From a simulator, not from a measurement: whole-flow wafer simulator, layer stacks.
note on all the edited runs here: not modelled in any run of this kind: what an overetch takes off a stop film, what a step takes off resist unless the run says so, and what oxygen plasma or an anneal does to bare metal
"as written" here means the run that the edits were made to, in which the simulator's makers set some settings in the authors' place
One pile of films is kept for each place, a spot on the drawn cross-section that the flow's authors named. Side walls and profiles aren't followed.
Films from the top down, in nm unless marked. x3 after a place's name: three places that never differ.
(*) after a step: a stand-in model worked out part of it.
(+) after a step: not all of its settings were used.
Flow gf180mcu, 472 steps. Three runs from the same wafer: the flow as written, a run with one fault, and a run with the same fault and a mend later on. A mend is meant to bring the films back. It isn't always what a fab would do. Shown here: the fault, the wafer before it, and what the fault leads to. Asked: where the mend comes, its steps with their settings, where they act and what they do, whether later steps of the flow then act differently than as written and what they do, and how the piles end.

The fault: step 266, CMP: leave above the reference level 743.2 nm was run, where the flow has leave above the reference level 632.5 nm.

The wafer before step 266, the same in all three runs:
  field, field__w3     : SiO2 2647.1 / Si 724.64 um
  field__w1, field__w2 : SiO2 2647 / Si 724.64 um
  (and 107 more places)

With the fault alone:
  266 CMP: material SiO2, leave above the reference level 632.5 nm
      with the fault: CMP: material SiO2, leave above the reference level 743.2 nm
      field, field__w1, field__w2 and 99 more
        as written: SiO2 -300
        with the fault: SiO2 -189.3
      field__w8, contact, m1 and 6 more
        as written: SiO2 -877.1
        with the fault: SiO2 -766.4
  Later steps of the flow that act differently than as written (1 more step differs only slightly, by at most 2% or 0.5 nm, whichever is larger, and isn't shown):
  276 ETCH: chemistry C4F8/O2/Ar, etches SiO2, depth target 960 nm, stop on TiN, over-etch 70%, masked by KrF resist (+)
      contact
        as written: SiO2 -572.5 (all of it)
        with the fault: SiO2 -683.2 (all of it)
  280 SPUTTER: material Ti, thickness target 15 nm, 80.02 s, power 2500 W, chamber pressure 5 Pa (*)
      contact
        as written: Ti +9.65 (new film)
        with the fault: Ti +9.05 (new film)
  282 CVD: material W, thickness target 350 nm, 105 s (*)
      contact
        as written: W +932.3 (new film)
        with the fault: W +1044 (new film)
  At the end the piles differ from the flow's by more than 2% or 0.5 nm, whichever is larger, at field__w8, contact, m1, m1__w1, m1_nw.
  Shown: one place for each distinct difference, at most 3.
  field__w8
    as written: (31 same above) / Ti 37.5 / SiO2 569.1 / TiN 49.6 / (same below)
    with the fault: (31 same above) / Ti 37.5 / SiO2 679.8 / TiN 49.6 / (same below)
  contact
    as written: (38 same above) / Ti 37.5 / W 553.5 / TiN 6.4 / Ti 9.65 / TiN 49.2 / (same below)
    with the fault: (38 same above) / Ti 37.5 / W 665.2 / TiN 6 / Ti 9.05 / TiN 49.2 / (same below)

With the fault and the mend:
  The mend comes after step 266.
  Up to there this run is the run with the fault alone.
  266a CMP: material SiO2, leave above the reference level 632.5 nm (the flow's step 266 once more)
      field, field__w1, field__w2 and 108 more
        SiO2 -110.7
  No later step of the flow acts differently than as written at any place that is followed.
  At the end the piles are the same as the flow's at every place that both follow.
